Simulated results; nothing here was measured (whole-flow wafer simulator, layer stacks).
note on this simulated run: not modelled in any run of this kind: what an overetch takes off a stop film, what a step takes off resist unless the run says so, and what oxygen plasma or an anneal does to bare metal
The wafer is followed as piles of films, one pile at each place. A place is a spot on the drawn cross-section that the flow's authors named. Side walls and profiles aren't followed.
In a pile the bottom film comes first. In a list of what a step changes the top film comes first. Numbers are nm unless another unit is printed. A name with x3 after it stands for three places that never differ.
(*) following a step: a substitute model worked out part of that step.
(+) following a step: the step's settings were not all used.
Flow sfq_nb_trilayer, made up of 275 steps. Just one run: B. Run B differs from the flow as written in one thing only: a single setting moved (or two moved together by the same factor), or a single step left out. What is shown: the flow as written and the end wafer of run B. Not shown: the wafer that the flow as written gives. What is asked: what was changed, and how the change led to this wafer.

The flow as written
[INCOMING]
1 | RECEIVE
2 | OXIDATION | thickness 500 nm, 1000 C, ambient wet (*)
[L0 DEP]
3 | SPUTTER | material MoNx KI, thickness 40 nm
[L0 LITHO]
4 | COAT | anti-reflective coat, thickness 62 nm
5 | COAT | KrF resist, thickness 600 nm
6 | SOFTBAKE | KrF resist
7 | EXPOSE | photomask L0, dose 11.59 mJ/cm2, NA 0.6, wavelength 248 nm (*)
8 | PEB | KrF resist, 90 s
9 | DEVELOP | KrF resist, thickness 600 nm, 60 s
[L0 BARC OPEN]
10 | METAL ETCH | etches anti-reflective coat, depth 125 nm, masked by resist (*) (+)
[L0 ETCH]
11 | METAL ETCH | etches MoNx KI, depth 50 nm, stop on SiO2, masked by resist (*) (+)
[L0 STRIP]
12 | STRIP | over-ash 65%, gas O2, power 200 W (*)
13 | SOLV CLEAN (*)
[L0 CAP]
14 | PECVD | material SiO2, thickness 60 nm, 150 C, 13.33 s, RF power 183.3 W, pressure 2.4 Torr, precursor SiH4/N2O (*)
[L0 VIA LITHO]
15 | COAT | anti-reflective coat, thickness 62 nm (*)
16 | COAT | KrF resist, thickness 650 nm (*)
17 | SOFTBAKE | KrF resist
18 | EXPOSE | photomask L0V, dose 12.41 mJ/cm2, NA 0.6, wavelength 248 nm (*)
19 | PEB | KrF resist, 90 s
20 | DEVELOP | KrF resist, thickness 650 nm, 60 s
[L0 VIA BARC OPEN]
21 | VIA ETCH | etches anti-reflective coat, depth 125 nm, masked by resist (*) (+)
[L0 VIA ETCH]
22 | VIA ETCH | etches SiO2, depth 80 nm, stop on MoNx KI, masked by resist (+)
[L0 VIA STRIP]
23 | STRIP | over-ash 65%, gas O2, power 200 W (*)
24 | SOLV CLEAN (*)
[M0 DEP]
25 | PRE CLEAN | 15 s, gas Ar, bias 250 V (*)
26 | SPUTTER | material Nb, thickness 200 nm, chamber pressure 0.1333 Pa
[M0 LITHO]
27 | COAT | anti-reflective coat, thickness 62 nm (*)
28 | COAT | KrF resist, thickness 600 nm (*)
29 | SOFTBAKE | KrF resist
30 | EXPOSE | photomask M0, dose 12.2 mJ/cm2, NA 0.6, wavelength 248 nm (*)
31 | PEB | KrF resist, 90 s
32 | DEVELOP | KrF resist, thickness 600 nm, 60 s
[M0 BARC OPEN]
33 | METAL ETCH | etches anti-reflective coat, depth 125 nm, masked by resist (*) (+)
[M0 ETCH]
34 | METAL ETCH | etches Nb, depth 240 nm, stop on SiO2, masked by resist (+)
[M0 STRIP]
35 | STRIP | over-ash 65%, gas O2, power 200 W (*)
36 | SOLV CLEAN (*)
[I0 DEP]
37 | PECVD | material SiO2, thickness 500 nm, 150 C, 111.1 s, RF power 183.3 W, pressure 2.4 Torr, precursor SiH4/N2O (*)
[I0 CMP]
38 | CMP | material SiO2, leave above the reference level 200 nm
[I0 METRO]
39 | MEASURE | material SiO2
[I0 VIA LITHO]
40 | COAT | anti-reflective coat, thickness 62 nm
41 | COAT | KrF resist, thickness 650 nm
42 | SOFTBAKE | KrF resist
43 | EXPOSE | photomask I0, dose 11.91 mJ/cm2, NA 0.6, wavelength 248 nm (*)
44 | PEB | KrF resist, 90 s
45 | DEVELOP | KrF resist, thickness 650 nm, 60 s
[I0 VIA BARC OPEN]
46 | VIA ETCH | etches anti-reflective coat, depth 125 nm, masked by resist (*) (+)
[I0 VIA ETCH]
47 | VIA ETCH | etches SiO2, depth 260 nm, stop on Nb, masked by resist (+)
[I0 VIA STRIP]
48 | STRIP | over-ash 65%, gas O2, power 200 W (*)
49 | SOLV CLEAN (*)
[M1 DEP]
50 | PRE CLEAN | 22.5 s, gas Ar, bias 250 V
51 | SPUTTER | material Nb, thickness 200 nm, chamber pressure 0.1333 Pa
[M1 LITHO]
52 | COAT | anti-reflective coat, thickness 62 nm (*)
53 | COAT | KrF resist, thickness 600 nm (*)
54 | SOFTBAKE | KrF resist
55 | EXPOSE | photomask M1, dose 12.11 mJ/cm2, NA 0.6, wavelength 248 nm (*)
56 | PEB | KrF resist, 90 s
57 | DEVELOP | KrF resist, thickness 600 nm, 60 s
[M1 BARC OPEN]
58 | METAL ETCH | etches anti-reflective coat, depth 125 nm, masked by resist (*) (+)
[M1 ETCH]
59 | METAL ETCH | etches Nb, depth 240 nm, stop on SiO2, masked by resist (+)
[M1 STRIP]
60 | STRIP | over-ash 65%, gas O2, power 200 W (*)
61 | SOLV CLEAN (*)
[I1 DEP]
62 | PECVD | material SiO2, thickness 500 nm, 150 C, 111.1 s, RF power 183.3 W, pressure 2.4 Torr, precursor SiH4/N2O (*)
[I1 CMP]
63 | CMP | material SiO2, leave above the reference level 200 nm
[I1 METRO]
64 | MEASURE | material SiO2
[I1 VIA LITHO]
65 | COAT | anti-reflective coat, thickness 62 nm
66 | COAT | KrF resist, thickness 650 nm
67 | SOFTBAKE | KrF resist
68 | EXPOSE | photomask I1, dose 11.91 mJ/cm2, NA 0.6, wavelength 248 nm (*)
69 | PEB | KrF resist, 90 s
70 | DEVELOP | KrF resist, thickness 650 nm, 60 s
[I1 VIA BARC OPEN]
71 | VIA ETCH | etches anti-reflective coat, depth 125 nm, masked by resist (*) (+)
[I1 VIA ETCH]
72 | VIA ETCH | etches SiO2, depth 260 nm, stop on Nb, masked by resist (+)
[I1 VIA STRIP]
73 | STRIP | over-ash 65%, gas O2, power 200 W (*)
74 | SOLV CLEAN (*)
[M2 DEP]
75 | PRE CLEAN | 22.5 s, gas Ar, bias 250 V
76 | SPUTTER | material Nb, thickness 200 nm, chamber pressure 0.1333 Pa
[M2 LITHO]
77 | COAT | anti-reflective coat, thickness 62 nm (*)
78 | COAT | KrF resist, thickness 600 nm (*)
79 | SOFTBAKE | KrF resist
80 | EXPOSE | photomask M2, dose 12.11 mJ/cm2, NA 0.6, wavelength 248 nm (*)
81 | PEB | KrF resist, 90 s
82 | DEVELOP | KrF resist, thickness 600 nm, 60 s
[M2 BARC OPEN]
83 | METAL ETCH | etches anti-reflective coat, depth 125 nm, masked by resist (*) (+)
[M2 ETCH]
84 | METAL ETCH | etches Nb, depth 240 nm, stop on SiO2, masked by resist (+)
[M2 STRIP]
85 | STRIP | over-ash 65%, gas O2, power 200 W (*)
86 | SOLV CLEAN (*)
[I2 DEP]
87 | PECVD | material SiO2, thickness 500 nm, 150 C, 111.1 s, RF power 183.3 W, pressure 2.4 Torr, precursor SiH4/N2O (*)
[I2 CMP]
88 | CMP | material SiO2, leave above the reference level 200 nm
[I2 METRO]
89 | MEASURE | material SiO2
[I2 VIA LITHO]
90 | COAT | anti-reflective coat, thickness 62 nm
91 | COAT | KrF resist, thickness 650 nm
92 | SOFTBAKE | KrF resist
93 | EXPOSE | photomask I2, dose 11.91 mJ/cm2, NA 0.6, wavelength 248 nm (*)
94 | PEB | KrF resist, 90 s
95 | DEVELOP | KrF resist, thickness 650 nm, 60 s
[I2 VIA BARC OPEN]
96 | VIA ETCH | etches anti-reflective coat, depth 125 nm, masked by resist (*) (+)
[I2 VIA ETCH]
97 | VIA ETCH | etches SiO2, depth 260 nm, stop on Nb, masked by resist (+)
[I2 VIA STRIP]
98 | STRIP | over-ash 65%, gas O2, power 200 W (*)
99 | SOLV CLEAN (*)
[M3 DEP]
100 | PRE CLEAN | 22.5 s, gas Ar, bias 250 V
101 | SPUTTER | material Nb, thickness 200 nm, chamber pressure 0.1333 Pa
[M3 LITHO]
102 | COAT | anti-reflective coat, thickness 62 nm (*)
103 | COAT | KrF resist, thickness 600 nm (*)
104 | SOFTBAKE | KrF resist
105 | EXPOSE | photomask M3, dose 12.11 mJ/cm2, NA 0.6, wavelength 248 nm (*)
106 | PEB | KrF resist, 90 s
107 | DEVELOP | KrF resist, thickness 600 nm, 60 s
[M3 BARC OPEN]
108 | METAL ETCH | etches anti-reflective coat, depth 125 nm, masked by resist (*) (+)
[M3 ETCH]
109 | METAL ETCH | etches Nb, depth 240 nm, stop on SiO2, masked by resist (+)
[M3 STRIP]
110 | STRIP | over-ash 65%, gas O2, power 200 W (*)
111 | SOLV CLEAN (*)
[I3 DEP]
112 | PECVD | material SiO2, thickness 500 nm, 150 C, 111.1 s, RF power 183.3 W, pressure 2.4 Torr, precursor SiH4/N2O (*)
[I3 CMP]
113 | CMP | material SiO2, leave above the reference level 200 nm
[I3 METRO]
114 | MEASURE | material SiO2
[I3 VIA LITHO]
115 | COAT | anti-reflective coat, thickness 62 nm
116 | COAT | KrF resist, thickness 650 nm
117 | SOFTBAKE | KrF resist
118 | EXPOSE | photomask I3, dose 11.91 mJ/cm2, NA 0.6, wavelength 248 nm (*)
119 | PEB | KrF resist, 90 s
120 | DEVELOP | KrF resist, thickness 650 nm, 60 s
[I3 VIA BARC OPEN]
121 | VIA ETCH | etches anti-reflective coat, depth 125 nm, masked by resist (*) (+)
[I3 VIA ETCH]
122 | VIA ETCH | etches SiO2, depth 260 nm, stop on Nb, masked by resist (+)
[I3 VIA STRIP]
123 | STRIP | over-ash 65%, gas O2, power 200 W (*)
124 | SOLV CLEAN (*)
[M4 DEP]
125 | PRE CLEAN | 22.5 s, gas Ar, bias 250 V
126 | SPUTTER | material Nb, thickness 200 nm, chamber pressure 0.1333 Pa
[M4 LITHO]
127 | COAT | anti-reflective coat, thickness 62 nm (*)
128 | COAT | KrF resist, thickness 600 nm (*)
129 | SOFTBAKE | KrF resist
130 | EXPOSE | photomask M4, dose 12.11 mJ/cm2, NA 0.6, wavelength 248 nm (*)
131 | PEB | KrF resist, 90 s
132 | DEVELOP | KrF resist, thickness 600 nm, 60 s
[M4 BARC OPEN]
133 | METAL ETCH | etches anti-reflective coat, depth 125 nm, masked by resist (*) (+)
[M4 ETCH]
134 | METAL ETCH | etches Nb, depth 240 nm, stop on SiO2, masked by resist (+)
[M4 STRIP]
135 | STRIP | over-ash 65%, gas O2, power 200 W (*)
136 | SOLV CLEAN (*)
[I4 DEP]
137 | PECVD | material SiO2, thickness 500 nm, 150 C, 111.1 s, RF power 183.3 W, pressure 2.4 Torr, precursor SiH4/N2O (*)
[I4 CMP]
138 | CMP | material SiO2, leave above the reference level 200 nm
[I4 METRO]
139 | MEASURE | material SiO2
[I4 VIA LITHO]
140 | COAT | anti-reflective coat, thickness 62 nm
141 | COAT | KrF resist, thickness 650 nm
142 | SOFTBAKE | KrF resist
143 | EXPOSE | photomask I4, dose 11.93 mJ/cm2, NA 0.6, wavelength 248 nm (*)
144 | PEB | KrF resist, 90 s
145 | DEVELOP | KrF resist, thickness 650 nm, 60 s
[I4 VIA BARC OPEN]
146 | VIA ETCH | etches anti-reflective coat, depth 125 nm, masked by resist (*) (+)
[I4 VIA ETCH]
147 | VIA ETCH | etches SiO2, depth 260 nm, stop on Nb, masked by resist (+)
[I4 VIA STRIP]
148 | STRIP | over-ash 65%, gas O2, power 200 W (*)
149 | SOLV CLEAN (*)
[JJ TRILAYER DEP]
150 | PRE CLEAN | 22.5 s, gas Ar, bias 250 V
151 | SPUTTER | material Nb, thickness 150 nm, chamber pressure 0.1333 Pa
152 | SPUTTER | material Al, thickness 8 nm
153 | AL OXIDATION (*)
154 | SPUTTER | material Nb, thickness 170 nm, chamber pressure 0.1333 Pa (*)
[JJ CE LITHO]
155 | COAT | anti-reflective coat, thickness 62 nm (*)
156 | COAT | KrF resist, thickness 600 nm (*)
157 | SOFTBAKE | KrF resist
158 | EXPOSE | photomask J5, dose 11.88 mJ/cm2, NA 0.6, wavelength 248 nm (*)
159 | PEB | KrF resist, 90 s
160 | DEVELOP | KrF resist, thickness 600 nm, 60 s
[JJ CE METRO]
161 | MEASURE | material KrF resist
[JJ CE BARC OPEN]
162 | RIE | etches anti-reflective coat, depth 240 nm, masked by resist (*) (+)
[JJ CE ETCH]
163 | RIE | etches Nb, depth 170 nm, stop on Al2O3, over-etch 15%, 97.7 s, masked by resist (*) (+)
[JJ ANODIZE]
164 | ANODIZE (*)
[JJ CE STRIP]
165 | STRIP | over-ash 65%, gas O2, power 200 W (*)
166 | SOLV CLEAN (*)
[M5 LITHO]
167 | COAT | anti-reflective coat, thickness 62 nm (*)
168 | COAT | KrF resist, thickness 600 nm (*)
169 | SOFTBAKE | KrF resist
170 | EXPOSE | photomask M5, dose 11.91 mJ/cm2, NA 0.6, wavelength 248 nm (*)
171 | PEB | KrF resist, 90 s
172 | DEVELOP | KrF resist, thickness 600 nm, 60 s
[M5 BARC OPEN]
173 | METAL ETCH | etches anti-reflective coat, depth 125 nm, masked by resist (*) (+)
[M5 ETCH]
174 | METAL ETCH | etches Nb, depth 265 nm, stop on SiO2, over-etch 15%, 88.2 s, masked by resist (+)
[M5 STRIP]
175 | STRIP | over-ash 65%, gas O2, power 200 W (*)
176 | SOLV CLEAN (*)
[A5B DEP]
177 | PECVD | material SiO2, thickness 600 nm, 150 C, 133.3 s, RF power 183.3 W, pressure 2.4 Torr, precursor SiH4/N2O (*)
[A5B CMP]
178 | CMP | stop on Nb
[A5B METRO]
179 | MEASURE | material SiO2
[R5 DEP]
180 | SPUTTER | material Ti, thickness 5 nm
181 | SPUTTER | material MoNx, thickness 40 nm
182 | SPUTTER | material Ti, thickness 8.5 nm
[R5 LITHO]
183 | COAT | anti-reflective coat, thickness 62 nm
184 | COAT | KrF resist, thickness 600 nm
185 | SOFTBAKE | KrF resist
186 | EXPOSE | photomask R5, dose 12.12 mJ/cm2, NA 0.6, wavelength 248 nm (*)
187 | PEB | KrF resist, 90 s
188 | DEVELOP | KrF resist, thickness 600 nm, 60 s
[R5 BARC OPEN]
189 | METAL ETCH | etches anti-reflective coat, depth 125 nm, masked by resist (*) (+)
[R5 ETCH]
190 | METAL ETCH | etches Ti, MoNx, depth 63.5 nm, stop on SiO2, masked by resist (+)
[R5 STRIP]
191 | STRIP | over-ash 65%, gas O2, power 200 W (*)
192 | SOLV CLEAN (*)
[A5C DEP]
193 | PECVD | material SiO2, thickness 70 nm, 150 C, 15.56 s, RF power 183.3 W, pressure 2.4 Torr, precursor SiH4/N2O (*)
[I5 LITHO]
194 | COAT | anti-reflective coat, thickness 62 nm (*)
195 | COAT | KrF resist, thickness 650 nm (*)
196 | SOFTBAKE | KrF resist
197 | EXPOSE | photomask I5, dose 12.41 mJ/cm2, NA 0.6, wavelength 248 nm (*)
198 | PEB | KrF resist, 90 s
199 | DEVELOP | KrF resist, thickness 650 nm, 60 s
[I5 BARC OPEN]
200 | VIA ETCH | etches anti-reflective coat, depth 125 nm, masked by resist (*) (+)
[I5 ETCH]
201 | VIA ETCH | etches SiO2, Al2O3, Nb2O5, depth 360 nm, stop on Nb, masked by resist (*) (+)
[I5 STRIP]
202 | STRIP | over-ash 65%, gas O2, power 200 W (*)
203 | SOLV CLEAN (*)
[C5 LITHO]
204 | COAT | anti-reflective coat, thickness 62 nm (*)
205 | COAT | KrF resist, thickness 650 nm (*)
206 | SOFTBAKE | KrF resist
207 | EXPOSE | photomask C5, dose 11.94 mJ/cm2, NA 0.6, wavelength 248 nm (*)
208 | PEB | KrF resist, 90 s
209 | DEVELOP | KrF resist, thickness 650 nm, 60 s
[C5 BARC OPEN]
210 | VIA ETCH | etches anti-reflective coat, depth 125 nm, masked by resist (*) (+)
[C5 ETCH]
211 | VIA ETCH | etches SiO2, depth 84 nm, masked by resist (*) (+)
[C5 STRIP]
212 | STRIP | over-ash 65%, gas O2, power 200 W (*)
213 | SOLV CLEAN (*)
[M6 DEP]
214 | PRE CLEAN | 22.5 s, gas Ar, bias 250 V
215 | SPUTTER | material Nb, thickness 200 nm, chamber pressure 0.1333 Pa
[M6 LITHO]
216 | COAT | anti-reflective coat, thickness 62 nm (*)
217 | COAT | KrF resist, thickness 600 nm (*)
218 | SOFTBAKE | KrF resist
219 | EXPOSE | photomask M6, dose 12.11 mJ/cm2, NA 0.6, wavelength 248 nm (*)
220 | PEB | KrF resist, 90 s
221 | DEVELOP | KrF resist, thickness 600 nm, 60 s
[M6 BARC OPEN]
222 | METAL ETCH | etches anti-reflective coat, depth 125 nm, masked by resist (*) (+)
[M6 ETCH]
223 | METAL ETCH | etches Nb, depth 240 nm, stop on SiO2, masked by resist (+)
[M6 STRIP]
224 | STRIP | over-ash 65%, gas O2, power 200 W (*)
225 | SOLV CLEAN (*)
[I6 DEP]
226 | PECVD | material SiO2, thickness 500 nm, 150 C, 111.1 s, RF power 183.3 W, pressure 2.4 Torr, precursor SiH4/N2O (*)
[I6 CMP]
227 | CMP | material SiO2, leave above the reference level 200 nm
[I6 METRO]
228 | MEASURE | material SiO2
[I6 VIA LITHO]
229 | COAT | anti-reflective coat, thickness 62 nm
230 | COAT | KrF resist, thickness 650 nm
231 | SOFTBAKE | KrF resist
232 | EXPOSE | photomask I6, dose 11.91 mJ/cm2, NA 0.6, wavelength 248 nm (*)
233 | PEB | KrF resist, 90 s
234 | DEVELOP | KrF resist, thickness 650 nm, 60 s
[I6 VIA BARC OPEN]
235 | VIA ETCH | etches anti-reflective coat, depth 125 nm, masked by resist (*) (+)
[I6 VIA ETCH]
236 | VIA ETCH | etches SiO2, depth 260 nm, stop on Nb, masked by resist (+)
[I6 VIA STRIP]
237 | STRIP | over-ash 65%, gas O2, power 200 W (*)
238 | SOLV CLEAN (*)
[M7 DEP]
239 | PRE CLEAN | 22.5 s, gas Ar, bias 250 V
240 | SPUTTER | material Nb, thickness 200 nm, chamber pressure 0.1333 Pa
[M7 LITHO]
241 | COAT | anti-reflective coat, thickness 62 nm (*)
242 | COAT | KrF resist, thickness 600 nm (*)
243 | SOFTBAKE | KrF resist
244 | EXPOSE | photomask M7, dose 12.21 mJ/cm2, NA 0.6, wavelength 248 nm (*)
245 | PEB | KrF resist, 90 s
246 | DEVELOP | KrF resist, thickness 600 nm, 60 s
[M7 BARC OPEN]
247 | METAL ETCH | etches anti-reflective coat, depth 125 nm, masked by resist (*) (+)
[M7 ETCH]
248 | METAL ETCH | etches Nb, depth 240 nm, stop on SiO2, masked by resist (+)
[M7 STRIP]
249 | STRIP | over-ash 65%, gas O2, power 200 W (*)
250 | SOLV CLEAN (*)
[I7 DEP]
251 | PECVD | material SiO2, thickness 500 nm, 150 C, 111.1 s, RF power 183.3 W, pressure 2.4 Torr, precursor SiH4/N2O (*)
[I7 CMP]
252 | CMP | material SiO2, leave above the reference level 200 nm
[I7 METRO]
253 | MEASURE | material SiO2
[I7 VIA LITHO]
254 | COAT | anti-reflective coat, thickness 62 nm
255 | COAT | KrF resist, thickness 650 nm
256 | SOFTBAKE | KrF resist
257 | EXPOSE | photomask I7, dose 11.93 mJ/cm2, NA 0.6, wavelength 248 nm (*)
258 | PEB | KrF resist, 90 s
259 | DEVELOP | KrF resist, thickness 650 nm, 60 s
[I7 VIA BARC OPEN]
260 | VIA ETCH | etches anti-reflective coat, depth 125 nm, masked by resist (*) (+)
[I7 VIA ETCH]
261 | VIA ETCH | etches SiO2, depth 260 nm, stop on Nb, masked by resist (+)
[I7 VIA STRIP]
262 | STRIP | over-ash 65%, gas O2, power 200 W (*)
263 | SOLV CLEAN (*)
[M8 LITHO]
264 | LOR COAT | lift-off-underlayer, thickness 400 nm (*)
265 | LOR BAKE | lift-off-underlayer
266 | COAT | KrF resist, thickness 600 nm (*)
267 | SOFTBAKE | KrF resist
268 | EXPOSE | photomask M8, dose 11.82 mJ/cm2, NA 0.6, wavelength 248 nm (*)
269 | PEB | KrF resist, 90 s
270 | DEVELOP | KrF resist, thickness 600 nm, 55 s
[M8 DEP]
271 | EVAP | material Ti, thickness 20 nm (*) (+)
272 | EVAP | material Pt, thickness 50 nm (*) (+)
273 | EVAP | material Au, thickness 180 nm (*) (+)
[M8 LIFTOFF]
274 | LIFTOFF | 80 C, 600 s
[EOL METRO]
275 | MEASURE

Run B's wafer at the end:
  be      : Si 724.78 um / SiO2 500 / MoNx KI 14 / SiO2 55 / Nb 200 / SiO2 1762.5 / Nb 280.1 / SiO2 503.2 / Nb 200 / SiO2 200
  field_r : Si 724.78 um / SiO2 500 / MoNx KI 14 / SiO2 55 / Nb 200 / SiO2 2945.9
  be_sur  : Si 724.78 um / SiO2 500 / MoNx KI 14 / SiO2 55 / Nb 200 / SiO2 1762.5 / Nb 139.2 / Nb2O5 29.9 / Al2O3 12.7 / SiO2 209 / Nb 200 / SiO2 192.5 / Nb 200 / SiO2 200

What caused this: step 3, SPUTTER: thickness 64 nm was run, whereas the flow has thickness 40 nm.

Step by step, how the change led to this:
  3 | SPUTTER | material MoNx KI, thickness 40 nm
      field_l, v_sur, via_wl and 103 more: +64 MoNx KI (new film) (as written it would have been: +40 MoNx KI (new film))
  11 | METAL ETCH | etches MoNx KI, depth 50 nm, stop on SiO2, masked by resist (*) (+)
      v_sur, via_wl, via_w and 97 more: -50 MoNx KI (as written it would have been: -40 MoNx KI (all of it))
  14 | PECVD | material SiO2, thickness 60 nm, 150 C, 13.33 s, RF power 183.3 W, pressure 2.4 Torr, precursor SiH4/N2O (*)
      v_sur, via_wl, via_w and 97 more: +60 SiO2 (new film) (as written it would have been: +60 SiO2)
  15 | COAT | anti-reflective coat, thickness 62 nm (*)
      field_l: +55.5 anti-reflective coat (new film) (as written it would have been: +56.7 anti-reflective coat (new film))
      v_sur: +74.9 anti-reflective coat (new film) (as written it would have been: +72.2 anti-reflective coat (new film))
      (as well as at 2 more places)
  23 | STRIP | over-ash 65%, gas O2, power 200 W (*)
      field_l: -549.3 KrF resist (all of it), -55.5 anti-reflective coat (all of it) (as written it would have been: -551.4 KrF resist (all of it), -56.7 anti-reflective coat (all of it))
      v_sur: -573.1 KrF resist (all of it), -74.9 anti-reflective coat (all of it) (as written it would have been: -570.5 KrF resist (all of it), -72.2 anti-reflective coat (all of it))
      (as well as at 2 more places)
  27 | COAT | anti-reflective coat, thickness 62 nm (*)
      v_sur: +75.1 anti-reflective coat (new film) (as written it would have been: +72.3 anti-reflective coat (new film))
      l0_sur: +46.5 anti-reflective coat (new film) (as written it would have been: +47.5 anti-reflective coat (new film))
      (as well as at 1 more place)
  35 | STRIP | over-ash 65%, gas O2, power 200 W (*)
      v_sur: -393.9 KrF resist (all of it), -75.1 anti-reflective coat (all of it) (as written it would have been: -391.6 KrF resist (all of it), -72.3 anti-reflective coat (all of it))
      l0_sur: -369.2 KrF resist (all of it), -46.5 anti-reflective coat (all of it) (as written it would have been: -372 KrF resist (all of it), -47.5 anti-reflective coat (all of it))
      (as well as at 1 more place)
  38 | CMP | material SiO2, leave above the reference level 200 nm
      field_l, l0_sur, l0r_line_l, l0r_line_c, l0r_line_r: -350 SiO2 (as written it would have been: -340 SiO2)
      l0v: -287.8 SiO2 (as written it would have been: -277.8 SiO2)
With metal films that touch counted as one body, be has 4 bodies (between them, from the top down: SiO2 503.2; SiO2 1762.5; SiO2 55); the flow as written gives 3 bodies (between them, from the top down: SiO2 503.2; SiO2 1762.5).
With metal films that touch counted as one body, field_r has 2 bodies (between them, from the top down: SiO2 55); the flow as written gives 1 body.
With metal films that touch counted as one body, be_sur has 5 bodies (between them, from the top down: SiO2 192.5; SiO2 209 / Al2O3 12.7 / Nb2O5 29.9; SiO2 1762.5; SiO2 55); the flow as written gives 4 bodies (between them, from the top down: SiO2 192.5; SiO2 209 / Al2O3 12.7 / Nb2O5 29.9; SiO2 1762.5).
